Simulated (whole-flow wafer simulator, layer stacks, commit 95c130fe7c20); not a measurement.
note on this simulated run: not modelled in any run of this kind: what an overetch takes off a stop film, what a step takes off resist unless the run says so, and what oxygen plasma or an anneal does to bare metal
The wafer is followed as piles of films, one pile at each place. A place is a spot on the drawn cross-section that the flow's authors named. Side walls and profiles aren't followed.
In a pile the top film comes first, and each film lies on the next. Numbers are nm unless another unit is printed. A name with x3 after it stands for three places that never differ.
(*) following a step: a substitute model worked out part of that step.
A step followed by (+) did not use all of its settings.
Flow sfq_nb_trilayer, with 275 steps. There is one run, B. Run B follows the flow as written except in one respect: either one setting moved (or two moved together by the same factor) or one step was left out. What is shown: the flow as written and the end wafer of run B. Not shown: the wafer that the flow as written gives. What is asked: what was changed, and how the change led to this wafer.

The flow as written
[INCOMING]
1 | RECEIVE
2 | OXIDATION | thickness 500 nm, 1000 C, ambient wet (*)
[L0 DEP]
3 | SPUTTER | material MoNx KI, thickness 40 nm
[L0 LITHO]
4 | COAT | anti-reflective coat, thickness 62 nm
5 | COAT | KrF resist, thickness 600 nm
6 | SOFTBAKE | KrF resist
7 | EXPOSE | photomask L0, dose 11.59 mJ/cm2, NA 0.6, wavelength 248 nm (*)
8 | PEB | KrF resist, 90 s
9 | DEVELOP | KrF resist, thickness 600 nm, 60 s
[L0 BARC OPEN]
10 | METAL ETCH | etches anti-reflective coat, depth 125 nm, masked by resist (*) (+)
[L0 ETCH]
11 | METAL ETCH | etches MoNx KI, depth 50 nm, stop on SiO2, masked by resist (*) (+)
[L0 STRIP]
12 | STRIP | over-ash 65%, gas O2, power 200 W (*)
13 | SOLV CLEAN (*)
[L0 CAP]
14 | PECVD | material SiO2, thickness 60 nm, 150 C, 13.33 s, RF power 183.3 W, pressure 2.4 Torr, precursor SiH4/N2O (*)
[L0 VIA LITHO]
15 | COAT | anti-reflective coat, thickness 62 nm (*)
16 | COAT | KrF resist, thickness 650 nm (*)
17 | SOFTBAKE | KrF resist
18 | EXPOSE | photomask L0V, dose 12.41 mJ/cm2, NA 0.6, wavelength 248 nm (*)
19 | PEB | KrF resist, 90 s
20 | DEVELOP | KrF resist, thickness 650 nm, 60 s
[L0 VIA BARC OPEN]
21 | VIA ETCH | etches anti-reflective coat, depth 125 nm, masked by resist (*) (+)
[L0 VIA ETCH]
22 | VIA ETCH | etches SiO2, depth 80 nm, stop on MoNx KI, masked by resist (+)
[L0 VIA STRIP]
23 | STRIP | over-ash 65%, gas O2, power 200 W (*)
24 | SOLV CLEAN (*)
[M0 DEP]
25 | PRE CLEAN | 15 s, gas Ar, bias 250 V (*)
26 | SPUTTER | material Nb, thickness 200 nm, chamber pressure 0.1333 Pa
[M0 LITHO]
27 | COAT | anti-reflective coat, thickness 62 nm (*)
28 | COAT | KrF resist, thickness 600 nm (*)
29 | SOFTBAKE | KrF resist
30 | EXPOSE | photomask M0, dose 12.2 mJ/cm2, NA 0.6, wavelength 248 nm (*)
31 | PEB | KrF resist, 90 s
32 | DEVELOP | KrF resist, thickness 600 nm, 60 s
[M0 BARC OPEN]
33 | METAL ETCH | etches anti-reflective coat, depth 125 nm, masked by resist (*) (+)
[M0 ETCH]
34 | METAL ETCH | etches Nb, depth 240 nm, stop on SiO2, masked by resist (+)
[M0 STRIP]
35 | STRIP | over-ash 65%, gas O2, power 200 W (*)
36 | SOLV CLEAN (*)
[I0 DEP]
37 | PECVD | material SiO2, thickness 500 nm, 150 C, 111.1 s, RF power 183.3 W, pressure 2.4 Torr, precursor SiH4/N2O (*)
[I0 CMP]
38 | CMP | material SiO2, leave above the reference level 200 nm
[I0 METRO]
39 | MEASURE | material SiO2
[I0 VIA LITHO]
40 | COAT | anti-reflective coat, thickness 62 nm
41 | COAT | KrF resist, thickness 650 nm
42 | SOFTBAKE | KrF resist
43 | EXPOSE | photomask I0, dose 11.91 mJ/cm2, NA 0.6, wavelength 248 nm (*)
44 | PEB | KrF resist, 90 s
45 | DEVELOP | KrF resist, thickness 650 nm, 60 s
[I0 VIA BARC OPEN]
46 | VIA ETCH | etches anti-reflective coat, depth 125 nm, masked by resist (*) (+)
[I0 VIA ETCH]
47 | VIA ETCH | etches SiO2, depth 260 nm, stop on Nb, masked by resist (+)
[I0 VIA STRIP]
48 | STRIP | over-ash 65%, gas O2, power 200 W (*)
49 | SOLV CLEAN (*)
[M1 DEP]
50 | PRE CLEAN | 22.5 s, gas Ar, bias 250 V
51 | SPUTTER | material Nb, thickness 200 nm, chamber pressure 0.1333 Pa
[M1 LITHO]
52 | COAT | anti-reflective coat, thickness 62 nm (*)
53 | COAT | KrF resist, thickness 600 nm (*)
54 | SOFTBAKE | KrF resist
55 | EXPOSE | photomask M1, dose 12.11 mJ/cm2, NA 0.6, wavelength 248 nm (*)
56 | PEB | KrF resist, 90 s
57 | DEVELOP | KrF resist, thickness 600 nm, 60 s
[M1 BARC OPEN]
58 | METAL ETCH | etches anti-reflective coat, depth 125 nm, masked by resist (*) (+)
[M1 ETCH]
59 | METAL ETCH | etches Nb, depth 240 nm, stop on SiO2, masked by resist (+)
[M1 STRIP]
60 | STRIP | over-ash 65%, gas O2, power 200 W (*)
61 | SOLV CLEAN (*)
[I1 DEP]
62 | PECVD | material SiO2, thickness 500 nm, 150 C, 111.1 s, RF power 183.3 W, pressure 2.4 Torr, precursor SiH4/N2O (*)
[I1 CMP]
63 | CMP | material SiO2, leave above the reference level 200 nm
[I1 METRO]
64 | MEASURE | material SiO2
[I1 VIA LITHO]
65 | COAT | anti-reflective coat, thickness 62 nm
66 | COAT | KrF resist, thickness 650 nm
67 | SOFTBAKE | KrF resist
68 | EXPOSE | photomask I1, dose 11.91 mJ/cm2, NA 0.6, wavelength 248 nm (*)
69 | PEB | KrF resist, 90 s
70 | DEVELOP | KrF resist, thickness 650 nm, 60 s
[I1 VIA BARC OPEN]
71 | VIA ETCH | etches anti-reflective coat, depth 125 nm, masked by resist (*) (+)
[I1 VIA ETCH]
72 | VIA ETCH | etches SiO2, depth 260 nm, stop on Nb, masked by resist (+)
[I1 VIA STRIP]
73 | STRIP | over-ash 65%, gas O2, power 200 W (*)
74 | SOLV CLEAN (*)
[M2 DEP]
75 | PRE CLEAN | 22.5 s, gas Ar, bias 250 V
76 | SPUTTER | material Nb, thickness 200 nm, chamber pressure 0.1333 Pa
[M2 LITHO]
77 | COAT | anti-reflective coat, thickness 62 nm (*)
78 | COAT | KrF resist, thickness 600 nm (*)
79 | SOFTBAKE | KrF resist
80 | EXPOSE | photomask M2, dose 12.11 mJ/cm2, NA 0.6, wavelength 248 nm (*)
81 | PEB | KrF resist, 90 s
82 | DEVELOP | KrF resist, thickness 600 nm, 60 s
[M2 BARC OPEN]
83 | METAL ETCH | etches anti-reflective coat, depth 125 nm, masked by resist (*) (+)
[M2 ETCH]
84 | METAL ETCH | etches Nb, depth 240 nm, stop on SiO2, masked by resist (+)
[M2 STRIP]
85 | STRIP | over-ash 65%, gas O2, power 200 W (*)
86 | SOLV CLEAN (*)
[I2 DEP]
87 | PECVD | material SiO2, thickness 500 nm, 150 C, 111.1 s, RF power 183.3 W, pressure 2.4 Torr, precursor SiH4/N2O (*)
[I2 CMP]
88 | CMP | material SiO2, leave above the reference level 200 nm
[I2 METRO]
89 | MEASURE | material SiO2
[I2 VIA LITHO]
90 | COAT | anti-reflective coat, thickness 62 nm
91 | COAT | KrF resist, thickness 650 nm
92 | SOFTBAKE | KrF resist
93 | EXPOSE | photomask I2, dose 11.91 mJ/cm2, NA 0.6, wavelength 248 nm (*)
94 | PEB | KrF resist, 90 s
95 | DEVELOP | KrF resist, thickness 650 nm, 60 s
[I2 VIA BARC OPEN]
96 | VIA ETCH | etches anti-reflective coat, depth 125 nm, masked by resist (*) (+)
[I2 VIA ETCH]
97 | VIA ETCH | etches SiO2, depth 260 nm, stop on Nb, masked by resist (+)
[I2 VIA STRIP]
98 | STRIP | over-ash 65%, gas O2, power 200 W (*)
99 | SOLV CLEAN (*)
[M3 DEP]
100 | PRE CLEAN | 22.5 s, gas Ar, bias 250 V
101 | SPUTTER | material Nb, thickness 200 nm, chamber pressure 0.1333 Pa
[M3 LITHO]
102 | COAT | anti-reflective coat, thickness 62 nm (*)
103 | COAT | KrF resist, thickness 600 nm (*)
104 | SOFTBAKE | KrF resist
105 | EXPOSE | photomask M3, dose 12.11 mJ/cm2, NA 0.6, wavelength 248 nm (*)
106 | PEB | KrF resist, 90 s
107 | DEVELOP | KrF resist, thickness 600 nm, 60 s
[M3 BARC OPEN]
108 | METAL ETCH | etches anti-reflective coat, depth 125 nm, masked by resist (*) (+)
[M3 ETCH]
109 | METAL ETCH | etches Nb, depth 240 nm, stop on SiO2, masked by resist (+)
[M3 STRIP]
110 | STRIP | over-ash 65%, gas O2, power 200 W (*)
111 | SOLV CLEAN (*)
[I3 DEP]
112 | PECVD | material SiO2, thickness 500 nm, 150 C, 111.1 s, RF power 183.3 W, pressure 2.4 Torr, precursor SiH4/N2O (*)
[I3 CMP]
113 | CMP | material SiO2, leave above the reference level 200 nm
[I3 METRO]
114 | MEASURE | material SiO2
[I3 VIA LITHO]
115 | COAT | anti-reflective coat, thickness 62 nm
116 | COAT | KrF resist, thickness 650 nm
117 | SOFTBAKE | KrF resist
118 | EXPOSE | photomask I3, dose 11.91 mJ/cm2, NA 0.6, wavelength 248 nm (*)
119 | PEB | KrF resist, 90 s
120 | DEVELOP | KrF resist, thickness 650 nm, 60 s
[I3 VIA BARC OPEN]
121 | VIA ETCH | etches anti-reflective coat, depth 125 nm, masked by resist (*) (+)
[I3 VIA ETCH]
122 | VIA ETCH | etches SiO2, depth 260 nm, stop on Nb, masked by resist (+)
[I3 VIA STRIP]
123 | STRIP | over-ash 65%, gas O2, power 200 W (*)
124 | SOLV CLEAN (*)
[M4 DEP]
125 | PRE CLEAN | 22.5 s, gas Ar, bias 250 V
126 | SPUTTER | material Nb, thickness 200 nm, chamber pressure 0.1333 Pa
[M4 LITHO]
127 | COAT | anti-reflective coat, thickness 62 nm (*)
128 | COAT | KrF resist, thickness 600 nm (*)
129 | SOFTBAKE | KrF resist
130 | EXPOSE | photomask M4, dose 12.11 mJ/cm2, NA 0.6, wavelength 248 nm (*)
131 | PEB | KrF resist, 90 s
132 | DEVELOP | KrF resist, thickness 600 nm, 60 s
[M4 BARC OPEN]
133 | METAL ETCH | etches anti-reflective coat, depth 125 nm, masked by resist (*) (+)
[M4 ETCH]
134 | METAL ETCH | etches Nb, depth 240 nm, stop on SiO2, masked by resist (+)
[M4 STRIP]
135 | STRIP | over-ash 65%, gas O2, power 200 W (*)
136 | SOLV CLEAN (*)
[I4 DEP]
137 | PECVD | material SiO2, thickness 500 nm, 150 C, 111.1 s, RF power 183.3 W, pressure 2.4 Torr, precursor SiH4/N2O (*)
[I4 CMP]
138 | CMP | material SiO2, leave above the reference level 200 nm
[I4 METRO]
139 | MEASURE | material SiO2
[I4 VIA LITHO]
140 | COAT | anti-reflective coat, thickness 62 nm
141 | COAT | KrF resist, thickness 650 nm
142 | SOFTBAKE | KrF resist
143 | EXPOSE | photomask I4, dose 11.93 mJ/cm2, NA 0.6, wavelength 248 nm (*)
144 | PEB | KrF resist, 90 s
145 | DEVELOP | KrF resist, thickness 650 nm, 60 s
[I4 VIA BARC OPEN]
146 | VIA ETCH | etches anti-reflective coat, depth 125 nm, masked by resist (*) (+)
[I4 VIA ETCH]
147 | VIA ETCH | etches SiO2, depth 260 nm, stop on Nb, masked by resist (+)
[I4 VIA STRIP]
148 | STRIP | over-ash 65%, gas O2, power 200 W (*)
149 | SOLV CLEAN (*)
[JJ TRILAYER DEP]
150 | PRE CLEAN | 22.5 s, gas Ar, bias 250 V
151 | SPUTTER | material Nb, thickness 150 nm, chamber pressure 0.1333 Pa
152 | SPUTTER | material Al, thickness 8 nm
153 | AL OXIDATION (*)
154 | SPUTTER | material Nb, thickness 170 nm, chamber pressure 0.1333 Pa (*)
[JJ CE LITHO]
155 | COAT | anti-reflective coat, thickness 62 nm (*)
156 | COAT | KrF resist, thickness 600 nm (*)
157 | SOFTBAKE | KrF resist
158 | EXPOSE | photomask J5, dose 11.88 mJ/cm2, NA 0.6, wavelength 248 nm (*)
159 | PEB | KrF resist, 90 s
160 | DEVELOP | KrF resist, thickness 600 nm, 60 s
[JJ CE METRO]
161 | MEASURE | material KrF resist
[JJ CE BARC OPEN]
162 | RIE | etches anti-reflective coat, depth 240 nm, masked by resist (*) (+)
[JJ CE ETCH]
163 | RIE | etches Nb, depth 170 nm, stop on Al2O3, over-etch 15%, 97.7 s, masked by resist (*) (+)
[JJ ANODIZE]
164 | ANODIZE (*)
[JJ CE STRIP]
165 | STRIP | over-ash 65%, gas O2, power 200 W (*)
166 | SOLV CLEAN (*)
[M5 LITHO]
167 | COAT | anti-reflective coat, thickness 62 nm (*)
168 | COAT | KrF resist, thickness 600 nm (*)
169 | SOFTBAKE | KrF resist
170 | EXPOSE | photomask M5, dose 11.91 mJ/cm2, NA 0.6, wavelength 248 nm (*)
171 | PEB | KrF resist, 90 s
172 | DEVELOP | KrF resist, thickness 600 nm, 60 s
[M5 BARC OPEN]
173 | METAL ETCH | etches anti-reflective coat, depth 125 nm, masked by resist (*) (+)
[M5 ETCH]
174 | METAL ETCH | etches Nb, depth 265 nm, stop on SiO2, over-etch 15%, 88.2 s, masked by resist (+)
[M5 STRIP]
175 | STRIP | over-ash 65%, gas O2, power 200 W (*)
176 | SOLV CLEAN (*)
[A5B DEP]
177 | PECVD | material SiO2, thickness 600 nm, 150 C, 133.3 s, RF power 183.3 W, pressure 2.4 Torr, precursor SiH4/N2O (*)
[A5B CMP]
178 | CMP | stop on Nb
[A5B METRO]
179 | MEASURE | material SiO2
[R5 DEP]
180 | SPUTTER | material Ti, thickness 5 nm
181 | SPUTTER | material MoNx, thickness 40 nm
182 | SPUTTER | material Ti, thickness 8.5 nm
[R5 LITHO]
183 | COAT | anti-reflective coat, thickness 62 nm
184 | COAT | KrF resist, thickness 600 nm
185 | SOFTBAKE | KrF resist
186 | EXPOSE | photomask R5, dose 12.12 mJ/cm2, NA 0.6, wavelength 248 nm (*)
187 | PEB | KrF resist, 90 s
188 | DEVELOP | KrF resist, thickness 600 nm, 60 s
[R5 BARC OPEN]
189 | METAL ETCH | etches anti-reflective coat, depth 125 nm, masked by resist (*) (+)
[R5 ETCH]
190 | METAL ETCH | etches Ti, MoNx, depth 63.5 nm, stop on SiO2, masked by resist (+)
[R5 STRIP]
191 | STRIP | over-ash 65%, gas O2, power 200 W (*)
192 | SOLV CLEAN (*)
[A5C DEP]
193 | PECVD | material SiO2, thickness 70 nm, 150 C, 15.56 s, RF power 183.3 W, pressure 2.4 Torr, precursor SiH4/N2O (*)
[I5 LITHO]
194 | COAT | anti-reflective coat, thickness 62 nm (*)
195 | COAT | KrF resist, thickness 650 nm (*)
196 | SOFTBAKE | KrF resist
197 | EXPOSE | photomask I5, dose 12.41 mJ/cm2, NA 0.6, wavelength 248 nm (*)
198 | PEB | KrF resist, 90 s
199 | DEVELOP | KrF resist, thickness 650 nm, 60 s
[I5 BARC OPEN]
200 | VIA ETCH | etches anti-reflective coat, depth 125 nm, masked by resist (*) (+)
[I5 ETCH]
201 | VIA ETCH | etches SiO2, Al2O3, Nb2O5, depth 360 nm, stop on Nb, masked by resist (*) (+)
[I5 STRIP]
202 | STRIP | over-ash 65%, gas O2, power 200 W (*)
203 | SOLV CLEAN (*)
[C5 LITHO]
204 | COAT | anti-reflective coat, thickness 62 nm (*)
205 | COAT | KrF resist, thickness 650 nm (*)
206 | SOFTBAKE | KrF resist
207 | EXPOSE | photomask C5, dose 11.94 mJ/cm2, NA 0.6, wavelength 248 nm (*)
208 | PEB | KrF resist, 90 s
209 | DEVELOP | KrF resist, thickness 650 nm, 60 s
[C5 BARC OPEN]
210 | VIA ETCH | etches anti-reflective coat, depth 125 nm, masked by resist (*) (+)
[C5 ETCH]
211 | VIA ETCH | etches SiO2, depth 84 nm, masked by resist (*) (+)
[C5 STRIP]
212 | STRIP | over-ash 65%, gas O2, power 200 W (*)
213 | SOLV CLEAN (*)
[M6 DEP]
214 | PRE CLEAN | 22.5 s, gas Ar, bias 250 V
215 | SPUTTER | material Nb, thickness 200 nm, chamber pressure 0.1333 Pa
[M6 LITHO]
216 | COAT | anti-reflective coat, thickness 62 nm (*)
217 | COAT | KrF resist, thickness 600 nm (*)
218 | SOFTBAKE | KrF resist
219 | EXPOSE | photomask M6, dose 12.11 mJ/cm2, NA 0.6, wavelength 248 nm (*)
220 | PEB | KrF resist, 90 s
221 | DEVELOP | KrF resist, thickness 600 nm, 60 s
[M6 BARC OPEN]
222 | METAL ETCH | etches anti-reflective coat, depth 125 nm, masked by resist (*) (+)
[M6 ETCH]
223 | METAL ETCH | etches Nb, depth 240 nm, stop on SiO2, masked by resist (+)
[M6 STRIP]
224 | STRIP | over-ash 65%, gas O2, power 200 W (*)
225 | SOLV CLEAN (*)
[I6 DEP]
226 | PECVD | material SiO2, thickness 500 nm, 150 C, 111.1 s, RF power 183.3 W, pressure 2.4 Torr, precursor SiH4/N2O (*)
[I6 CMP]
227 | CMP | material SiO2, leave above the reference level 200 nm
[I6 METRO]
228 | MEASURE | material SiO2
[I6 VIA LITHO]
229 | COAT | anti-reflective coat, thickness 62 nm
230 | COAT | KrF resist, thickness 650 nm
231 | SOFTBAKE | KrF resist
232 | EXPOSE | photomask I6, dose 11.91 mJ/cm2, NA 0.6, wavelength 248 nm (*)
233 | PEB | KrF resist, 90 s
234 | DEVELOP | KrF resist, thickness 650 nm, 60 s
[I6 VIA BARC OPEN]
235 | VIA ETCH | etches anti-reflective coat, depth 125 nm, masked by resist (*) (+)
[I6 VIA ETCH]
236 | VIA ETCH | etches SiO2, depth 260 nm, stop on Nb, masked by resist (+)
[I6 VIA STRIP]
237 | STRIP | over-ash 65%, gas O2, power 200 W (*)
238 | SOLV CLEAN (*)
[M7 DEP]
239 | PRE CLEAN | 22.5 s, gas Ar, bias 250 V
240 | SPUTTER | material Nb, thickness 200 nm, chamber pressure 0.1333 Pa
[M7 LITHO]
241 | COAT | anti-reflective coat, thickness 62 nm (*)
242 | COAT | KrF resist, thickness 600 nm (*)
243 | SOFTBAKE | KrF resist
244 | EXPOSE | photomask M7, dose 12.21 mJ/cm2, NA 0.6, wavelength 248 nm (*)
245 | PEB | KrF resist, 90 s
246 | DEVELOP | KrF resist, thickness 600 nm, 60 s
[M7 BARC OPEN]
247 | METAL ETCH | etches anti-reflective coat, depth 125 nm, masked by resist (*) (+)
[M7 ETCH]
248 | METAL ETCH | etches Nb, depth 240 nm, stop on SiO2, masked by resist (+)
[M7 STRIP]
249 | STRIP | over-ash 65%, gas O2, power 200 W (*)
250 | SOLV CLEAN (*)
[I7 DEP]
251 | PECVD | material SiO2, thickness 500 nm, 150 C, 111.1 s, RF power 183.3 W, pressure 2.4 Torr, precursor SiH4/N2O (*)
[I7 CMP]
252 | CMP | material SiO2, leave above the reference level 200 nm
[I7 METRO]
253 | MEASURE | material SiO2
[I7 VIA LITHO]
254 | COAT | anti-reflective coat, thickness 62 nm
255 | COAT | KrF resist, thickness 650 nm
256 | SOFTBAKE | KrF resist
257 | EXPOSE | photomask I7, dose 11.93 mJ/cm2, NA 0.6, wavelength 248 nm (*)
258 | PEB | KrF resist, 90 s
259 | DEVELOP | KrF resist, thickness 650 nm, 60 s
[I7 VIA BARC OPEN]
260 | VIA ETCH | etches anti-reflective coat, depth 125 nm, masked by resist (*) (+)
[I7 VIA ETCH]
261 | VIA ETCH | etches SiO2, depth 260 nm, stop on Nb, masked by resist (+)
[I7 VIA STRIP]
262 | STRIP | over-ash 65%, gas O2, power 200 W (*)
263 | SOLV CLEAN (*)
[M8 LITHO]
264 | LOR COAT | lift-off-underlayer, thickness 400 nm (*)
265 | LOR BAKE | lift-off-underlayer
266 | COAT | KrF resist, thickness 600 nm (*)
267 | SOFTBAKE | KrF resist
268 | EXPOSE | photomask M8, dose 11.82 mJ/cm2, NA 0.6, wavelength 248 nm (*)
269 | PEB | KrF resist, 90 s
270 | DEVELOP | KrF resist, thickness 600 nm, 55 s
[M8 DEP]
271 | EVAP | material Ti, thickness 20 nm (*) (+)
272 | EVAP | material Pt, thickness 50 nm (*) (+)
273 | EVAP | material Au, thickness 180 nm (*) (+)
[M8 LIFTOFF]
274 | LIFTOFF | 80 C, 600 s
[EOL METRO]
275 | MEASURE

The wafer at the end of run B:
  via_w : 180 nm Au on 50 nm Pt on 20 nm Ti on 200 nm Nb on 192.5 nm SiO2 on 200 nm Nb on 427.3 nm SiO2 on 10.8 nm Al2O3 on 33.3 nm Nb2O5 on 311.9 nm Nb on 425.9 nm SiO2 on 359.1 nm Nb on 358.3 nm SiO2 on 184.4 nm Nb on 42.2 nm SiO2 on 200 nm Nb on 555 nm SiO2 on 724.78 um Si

What caused this: step 47, VIA ETCH: depth 150.1 nm was run, though the flow has depth 260 nm.

How this came from the change, step by step:
  47 | VIA ETCH | etches SiO2, depth 260 nm, stop on Nb, masked by resist (+)
      via_w: -150.1 SiO2 (as written it would have been: -199.8 SiO2 (all of it))
      field_l, v_sur, via_wl and 102 more: -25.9 KrF resist (as written it would have been: -44.8 KrF resist)
  48 | STRIP | over-ash 65%, gas O2, power 200 W (*)
      field_l, v_sur, via_wl and 102 more: -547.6 KrF resist (all of it), -62 anti-reflective coat (all of it) (as written it would have been: -528.6 KrF resist (all of it), -62 anti-reflective coat (all of it))
  50 | PRE CLEAN | 22.5 s, gas Ar, bias 250 V
      via_w: -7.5 SiO2 (as written it would have been: -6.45 Nb)
  51 | SPUTTER | material Nb, thickness 200 nm, chamber pressure 0.1333 Pa
      via_w: +184.4 Nb (new film) (as written it would have been: +174.5 Nb)
  52 | COAT | anti-reflective coat, thickness 62 nm (*)
      via_wl: +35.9 anti-reflective coat (new film) (as written it would have been: +33.8 anti-reflective coat (new film))
      via_w: +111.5 anti-reflective coat (new film) (as written it would have been: +123.1 anti-reflective coat (new film))
  53 | COAT | KrF resist, thickness 600 nm (*)
      via_w: +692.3 KrF resist (new film) (as written it would have been: +731.8 KrF resist (new film))
  60 | STRIP | over-ash 65%, gas O2, power 200 W (*)
      via_wl: -389.3 KrF resist (all of it), -35.9 anti-reflective coat (all of it) (as written it would have been: -385.5 KrF resist (all of it), -33.8 anti-reflective coat (all of it))
      via_w: -474.5 KrF resist (all of it), -111.5 anti-reflective coat (all of it) (as written it would have been: -513.8 KrF resist (all of it), -123.1 anti-reflective coat (all of it))
  62 | PECVD | material SiO2, thickness 500 nm, 150 C, 111.1 s, RF power 183.3 W, pressure 2.4 Torr, precursor SiH4/N2O (*)
      via_w: +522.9 SiO2 (new film) (as written it would have been: +606 SiO2 (new film))
  63 | CMP | material SiO2, leave above the reference level 200 nm
      via_w: -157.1 SiO2 (as written it would have been: -181.6 SiO2)
Taking metal films that touch as one body, via_w has 6 bodies (between them, from the top down: SiO2 192.5; SiO2 427.3 / Al2O3 10.8 / Nb2O5 33.3; SiO2 425.9; SiO2 358.3; SiO2 42.2); the flow as written gives 5 bodies (between them, from the top down: SiO2 192.5; SiO2 427.3 / Al2O3 10.8 / Nb2O5 33.3; SiO2 425.9; SiO2 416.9).
